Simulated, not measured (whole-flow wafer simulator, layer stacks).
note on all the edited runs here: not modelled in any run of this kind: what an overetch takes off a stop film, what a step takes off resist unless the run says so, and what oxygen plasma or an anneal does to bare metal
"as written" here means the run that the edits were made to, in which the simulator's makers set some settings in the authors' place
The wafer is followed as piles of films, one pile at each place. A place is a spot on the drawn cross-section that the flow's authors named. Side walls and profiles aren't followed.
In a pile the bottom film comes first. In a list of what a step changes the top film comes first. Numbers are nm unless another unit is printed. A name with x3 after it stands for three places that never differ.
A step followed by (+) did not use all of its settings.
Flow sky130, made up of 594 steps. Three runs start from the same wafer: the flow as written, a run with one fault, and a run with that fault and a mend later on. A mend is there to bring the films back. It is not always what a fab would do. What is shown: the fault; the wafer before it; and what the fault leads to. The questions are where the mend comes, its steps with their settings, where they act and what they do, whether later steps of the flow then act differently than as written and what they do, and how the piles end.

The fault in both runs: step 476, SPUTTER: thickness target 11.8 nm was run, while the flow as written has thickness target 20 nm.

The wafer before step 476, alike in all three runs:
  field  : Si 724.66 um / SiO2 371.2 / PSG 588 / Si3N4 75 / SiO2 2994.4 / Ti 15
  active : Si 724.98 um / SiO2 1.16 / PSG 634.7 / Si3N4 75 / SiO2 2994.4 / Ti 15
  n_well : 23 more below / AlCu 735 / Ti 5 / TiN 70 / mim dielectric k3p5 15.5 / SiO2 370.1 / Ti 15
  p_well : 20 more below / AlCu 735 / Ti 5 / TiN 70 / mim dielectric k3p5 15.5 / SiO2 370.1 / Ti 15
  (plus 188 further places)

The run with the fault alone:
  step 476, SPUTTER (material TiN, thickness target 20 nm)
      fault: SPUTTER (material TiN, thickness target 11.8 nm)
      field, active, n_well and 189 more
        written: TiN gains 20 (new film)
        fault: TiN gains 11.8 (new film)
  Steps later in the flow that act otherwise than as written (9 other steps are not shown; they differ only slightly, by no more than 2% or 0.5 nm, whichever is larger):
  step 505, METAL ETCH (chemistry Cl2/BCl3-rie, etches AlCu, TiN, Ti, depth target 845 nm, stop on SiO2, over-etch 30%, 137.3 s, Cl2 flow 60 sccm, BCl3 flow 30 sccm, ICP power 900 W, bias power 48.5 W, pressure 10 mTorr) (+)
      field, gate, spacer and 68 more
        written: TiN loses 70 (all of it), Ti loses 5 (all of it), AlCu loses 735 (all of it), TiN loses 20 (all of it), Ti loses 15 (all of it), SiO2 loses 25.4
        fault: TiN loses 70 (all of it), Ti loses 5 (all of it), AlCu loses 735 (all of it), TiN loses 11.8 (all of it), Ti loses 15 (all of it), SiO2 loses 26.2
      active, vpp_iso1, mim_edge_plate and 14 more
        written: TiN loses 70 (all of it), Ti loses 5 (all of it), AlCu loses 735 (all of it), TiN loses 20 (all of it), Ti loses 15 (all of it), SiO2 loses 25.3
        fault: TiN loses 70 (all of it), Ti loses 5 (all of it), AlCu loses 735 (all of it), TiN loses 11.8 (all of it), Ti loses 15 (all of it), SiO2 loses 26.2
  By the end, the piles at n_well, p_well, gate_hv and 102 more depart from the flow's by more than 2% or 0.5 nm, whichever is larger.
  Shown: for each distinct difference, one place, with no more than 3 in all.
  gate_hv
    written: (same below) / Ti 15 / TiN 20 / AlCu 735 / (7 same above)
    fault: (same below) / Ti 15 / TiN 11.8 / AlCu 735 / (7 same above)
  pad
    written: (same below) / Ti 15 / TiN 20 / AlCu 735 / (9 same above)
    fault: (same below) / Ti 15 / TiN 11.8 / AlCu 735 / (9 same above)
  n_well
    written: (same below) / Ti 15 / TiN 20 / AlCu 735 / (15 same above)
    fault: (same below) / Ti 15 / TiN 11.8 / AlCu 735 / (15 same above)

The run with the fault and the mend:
  The mend stands after step 476.
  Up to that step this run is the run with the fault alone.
  step 476a, SPUTTER (material TiN, thickness target 8.2 nm) (a further turn of the flow's step 476, with different settings)
      field, active, n_well and 189 more
        TiN gains 8.2
  Later steps of the flow that are run all act as written at every place that is followed.
  At every place that both follow, the piles at the end match the flow's.
